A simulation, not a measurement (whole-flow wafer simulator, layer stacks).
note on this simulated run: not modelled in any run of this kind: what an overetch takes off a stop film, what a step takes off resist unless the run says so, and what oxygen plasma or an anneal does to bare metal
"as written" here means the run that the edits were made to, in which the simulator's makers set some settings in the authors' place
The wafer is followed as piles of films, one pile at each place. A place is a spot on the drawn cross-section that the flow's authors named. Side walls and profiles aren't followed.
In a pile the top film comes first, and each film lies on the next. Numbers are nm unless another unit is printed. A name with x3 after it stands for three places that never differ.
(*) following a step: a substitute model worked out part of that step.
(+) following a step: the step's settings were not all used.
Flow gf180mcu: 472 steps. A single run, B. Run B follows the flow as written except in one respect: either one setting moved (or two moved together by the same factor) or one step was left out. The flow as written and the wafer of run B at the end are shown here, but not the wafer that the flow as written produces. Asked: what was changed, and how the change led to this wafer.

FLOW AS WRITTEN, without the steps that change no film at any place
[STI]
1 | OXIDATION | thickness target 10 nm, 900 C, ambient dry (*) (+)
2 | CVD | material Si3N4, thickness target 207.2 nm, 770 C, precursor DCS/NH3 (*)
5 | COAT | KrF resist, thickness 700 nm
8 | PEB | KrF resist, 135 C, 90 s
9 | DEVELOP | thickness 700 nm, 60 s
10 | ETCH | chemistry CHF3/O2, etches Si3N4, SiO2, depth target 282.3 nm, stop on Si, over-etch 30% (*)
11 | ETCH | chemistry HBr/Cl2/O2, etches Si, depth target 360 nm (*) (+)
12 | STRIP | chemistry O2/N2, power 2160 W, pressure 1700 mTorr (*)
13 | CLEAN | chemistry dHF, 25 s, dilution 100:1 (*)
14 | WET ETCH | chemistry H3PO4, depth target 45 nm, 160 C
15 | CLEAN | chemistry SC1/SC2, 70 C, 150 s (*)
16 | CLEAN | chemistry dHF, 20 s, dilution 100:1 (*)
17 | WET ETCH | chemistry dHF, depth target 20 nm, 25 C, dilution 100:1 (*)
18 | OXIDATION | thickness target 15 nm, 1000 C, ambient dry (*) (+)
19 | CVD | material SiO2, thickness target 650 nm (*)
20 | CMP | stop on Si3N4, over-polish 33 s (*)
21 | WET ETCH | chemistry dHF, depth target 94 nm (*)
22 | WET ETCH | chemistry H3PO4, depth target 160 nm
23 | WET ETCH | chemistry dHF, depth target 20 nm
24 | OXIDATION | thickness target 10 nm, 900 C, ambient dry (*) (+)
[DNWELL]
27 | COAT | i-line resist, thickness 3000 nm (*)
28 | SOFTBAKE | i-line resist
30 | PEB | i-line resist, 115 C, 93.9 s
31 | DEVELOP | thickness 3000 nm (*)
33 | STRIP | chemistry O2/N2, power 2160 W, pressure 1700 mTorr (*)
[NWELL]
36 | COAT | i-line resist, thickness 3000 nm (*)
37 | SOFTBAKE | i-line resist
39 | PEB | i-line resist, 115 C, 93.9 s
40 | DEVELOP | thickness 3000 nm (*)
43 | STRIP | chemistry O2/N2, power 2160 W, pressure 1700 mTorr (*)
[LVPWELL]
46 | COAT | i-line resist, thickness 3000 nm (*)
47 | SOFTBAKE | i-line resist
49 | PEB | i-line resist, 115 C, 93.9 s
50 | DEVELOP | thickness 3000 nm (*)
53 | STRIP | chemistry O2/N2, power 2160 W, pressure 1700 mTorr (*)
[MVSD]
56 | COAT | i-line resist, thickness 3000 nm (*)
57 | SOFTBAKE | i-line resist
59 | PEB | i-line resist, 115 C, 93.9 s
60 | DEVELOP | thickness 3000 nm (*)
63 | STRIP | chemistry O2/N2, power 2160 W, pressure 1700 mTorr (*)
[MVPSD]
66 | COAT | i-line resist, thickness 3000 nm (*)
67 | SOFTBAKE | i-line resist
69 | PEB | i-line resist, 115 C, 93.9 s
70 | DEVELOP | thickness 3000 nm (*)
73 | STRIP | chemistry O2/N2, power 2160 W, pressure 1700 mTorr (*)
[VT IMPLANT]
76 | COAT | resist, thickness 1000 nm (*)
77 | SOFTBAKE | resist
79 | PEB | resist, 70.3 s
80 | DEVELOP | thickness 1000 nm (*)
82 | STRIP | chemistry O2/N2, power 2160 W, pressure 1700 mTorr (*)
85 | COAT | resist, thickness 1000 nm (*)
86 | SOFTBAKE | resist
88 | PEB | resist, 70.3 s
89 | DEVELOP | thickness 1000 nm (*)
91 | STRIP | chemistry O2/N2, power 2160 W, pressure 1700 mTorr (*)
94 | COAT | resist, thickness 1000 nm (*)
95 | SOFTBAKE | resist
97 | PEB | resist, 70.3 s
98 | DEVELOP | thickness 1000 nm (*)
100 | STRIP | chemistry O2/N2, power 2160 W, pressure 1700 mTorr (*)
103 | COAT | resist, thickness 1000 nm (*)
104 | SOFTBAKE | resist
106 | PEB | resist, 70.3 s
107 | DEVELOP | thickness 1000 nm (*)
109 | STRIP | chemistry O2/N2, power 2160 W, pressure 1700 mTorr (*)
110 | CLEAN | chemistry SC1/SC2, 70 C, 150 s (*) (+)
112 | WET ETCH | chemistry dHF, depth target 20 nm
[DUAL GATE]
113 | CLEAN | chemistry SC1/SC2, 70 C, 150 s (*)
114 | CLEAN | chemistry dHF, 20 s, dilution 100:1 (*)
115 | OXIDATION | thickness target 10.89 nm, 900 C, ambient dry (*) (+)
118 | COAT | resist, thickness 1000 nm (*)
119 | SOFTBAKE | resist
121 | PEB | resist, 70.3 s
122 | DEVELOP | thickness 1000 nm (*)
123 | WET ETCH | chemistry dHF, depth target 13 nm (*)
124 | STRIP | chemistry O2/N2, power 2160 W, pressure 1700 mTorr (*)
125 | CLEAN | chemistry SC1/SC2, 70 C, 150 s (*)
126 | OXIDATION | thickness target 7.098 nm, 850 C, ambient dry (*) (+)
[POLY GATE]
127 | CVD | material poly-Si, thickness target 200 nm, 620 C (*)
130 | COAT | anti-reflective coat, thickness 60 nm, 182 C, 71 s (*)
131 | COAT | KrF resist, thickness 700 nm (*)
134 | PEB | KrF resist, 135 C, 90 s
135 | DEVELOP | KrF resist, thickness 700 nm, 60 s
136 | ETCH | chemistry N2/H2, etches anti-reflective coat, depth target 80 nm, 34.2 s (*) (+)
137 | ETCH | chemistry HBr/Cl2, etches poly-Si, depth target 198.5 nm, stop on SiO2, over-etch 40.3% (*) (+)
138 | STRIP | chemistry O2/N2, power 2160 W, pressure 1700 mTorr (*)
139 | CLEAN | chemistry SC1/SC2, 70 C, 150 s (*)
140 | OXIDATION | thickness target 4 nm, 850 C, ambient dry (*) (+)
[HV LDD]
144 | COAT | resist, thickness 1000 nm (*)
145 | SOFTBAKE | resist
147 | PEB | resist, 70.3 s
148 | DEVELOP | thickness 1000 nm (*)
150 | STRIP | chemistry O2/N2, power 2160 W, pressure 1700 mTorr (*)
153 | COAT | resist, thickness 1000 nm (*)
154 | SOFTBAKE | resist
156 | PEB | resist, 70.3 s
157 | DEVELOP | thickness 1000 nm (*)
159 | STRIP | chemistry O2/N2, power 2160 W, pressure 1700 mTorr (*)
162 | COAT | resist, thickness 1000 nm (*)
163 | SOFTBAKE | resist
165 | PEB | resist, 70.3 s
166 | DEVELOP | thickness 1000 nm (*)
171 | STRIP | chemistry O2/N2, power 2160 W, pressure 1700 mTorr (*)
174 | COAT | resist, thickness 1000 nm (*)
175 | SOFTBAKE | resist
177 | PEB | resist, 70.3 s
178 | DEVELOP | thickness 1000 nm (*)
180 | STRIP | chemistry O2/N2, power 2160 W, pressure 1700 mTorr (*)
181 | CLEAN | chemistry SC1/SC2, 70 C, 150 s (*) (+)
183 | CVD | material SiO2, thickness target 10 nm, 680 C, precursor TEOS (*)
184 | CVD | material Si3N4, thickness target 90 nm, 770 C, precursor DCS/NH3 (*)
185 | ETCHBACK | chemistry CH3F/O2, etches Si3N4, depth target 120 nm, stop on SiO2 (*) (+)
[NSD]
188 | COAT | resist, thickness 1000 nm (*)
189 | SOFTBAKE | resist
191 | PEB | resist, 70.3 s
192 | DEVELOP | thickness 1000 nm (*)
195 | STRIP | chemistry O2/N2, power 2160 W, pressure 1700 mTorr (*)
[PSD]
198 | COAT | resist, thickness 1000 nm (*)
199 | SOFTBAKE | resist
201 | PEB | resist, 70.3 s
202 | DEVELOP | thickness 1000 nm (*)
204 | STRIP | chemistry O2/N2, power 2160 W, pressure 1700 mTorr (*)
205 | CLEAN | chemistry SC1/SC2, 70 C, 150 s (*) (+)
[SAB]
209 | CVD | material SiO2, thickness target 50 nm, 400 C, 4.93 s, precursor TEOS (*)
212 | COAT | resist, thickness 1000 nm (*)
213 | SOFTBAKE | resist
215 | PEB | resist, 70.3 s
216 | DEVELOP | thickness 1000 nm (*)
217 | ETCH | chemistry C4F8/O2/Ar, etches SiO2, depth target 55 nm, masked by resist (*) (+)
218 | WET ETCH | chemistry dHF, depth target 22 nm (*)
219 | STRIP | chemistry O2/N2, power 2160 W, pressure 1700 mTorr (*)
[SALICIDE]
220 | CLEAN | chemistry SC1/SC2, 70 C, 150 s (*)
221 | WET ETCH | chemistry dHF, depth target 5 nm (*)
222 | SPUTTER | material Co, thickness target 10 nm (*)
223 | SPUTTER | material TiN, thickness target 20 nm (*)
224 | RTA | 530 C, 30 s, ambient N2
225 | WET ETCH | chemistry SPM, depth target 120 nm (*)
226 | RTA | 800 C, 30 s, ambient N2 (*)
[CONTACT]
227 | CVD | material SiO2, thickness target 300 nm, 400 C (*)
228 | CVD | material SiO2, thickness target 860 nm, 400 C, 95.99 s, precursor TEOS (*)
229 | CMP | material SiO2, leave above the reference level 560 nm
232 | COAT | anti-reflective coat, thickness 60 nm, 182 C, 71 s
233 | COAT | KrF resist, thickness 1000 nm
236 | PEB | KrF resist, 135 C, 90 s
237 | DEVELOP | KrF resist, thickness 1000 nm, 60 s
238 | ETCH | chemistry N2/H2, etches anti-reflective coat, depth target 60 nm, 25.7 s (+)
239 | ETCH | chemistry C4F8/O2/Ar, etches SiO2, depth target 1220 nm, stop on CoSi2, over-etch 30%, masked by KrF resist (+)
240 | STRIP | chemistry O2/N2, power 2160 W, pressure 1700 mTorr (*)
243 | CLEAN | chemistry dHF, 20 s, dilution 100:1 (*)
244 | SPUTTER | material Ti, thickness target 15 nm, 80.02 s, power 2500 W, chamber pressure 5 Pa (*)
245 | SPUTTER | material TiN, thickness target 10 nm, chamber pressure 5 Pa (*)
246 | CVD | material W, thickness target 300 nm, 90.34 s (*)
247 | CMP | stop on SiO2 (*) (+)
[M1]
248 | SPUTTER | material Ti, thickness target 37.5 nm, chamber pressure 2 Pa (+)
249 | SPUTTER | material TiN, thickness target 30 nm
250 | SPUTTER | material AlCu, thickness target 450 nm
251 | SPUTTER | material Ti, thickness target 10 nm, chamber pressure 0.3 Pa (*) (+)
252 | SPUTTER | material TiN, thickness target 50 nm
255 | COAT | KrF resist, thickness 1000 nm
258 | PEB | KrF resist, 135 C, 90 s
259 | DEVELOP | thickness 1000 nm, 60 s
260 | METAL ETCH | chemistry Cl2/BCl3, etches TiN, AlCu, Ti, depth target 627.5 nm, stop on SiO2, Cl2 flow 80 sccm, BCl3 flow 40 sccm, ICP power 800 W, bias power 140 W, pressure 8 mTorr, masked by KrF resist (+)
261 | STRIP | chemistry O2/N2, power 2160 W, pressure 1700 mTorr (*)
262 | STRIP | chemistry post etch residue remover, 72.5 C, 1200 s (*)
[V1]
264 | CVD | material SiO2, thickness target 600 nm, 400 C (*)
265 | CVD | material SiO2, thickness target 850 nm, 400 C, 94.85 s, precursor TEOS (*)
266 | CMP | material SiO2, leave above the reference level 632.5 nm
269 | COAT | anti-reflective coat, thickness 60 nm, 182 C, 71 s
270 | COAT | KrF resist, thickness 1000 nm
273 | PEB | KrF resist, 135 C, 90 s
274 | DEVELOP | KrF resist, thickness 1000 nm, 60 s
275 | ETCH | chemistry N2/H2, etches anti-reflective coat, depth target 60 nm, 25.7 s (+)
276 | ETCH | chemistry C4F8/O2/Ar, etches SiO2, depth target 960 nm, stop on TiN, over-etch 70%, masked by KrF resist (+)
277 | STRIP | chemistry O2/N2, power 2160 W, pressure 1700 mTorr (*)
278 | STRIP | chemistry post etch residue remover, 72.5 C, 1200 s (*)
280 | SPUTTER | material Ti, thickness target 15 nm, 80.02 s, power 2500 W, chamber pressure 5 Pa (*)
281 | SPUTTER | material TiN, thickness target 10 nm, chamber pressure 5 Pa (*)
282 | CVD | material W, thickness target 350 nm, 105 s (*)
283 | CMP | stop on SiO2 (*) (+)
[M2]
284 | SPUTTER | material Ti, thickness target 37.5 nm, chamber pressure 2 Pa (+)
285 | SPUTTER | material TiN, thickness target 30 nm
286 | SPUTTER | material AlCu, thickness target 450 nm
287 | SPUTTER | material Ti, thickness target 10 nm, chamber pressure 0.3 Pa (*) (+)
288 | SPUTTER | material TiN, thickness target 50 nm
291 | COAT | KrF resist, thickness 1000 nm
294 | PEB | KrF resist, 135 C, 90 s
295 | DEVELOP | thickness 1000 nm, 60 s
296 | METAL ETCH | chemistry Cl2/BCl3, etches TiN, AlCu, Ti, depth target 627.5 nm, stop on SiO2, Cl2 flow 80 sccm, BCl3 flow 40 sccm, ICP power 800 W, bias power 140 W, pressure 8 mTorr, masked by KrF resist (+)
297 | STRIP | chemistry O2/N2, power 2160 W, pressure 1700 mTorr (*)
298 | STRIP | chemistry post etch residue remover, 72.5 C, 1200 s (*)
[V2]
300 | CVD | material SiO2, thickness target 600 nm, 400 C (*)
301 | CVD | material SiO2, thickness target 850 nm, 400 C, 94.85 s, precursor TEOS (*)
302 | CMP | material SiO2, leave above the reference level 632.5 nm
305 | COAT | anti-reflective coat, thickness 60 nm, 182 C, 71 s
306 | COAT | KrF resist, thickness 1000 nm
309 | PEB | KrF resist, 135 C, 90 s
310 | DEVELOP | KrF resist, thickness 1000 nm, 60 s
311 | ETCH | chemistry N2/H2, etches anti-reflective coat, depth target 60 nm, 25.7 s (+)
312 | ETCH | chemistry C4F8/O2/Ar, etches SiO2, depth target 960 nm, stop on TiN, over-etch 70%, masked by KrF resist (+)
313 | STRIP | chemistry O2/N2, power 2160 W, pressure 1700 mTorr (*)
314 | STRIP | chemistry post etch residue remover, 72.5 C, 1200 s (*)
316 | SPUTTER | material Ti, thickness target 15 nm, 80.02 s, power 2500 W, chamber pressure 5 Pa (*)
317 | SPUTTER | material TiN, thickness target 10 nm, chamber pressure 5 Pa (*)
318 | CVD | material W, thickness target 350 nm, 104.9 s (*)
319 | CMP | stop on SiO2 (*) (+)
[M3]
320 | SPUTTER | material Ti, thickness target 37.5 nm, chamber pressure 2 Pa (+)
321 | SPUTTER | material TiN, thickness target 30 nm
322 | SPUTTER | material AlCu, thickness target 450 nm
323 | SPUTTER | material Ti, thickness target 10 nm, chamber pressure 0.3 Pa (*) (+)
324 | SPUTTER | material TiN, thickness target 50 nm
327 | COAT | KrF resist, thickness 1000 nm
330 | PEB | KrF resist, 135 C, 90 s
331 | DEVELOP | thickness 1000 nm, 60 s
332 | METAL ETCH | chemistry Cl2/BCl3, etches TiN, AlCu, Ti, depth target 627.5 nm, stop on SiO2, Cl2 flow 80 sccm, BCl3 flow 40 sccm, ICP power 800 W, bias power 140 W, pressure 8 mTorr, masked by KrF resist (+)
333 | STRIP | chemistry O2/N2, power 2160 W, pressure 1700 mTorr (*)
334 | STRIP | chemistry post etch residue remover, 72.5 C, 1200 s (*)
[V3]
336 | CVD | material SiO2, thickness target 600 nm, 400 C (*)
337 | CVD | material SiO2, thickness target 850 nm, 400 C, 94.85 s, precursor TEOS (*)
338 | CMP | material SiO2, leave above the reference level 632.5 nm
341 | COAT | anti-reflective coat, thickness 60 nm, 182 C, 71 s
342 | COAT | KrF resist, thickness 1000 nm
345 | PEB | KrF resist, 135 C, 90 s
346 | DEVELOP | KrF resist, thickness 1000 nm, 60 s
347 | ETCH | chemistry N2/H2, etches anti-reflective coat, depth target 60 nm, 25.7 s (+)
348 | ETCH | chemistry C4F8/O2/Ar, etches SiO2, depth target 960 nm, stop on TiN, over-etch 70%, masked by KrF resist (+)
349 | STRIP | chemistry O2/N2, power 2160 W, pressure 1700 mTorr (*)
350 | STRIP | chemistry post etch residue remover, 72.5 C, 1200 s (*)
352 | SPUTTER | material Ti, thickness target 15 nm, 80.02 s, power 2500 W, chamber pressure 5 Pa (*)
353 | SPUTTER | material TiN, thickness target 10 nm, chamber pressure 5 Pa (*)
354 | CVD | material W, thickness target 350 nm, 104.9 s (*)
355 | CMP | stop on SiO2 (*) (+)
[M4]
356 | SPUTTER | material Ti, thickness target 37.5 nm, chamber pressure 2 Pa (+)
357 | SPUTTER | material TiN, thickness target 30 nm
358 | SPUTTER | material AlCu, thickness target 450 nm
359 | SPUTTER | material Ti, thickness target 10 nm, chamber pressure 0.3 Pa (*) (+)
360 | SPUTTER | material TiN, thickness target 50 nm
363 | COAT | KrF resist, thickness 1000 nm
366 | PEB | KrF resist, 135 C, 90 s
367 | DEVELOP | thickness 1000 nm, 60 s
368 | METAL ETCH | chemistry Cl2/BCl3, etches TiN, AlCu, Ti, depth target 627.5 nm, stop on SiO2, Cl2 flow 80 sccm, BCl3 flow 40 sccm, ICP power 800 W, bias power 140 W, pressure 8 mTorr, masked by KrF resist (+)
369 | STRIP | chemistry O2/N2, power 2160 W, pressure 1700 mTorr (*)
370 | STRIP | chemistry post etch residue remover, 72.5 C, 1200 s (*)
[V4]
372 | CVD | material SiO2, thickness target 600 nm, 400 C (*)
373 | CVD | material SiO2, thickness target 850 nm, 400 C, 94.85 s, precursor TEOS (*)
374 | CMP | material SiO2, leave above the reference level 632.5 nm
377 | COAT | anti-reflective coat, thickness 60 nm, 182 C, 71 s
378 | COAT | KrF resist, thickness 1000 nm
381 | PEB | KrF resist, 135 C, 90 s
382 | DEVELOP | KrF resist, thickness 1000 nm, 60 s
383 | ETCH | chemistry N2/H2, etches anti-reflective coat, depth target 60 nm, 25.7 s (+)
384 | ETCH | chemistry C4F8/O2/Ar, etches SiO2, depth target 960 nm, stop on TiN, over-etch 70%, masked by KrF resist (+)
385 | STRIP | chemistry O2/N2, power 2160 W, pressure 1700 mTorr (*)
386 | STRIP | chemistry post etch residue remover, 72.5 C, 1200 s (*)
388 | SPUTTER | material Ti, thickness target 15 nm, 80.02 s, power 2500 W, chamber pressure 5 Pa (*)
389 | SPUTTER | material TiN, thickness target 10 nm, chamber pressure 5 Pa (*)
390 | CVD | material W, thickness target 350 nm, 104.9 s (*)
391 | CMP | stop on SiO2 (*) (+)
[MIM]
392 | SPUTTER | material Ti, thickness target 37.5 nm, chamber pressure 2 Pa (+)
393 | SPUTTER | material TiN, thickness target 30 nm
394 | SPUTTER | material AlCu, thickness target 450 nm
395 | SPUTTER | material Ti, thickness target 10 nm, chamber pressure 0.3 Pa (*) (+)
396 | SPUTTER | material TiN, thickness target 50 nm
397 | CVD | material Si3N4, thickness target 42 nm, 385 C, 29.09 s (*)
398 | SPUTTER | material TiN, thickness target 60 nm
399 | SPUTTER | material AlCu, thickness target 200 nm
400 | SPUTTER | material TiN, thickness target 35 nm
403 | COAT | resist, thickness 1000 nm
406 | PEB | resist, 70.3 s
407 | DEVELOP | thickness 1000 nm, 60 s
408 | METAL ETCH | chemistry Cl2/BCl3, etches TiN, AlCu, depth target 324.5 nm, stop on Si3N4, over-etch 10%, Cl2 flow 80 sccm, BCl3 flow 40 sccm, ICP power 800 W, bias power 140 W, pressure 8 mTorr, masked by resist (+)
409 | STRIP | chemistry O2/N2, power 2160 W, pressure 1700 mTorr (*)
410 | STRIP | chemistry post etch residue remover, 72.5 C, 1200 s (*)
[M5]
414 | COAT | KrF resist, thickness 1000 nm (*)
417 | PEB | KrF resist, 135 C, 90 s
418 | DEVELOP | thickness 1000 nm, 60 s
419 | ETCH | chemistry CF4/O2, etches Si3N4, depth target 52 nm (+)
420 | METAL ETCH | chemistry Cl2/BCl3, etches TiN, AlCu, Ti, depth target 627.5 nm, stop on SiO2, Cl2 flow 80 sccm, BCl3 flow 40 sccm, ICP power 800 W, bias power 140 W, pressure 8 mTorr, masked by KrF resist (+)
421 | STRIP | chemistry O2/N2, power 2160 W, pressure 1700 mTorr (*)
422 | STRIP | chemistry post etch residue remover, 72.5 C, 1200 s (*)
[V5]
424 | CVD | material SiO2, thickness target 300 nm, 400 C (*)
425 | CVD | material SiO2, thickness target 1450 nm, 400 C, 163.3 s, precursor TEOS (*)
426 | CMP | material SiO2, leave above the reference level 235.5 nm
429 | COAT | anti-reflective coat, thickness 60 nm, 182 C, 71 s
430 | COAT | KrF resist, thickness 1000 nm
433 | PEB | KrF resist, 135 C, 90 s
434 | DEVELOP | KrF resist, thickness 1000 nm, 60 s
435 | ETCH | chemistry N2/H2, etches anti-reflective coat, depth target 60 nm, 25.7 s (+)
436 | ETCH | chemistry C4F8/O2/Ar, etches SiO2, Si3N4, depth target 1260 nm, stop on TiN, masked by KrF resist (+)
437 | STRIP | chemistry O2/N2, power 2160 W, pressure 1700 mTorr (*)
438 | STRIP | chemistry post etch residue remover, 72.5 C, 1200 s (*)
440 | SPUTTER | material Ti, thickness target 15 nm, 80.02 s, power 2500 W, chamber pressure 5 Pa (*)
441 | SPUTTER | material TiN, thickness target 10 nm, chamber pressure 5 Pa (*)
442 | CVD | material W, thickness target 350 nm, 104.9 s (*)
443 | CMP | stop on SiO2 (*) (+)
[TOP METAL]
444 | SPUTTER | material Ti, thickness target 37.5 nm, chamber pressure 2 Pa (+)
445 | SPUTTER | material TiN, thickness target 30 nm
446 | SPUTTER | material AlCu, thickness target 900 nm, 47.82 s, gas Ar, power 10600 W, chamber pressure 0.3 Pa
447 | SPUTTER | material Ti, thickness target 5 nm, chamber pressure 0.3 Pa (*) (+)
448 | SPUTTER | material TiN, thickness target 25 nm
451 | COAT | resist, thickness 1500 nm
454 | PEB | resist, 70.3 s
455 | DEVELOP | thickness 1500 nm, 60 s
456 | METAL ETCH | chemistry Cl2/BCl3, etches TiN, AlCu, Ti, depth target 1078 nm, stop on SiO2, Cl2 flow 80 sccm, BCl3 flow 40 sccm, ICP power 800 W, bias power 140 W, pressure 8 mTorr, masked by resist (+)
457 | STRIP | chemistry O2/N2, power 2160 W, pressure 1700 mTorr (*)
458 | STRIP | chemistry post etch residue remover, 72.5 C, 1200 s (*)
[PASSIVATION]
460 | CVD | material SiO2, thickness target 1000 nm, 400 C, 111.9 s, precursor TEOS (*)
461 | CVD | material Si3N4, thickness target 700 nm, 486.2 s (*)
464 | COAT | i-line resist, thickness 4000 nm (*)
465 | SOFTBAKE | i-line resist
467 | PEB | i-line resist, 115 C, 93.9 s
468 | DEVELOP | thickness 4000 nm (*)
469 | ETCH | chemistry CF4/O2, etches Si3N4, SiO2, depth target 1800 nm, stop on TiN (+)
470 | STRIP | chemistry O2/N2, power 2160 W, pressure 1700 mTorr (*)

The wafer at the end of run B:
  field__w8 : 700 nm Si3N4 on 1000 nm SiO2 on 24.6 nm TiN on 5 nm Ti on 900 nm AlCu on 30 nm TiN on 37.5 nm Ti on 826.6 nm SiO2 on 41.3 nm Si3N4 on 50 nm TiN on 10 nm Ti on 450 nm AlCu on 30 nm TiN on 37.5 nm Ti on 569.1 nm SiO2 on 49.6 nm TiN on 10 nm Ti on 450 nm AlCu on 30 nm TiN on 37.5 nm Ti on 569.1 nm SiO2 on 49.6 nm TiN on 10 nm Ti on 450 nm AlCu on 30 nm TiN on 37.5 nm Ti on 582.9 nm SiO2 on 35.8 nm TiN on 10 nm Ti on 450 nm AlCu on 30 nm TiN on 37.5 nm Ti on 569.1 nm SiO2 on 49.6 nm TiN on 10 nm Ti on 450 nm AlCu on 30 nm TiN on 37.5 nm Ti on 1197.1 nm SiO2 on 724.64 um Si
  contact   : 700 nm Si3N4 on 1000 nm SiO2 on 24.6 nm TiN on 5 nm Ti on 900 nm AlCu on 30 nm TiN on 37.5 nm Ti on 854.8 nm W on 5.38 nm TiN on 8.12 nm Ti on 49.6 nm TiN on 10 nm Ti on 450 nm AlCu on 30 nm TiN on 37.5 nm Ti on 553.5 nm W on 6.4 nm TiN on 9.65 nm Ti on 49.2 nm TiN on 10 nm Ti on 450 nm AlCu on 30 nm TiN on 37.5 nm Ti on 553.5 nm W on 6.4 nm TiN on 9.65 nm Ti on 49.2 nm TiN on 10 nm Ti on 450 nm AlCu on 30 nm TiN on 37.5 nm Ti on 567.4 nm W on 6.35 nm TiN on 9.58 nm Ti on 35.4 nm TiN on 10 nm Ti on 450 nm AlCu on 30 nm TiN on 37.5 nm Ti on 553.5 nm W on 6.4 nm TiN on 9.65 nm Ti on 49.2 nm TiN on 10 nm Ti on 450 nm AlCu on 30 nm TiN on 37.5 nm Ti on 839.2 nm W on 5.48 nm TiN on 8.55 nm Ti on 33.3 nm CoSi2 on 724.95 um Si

The reason: step 288, SPUTTER: thickness target 36.2 nm was run, while the flow as written has thickness target 50 nm.

The path from the change to this, step by step:
  288 | SPUTTER | material TiN, thickness target 50 nm
      field, field__w1, field__w2 and 108 more: TiN gains 36.2 (new film) (it would be, as written: TiN gains 50 (new film))
  296 | METAL ETCH | chemistry Cl2/BCl3, etches TiN, AlCu, Ti, depth target 627.5 nm, stop on SiO2, Cl2 flow 80 sccm, BCl3 flow 40 sccm, ICP power 800 W, bias power 140 W, pressure 8 mTorr, masked by KrF resist (+)
      field, field__w1, field__w2 and 103 more: TiN loses 36.2 (all of it), Ti loses 10 (all of it), AlCu loses 450 (all of it), TiN loses 30 (all of it), Ti loses 37.5 (all of it) (it would be, as written: TiN loses 50 (all of it), Ti loses 10 (all of it), AlCu loses 450 (all of it), TiN loses 30 (all of it), Ti loses 37.5 (all of it))
  312 | ETCH | chemistry C4F8/O2/Ar, etches SiO2, depth target 960 nm, stop on TiN, over-etch 70%, masked by KrF resist (+)
      contact: SiO2 loses 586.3 (all of it) (it would be, as written: SiO2 loses 572.5 (all of it))
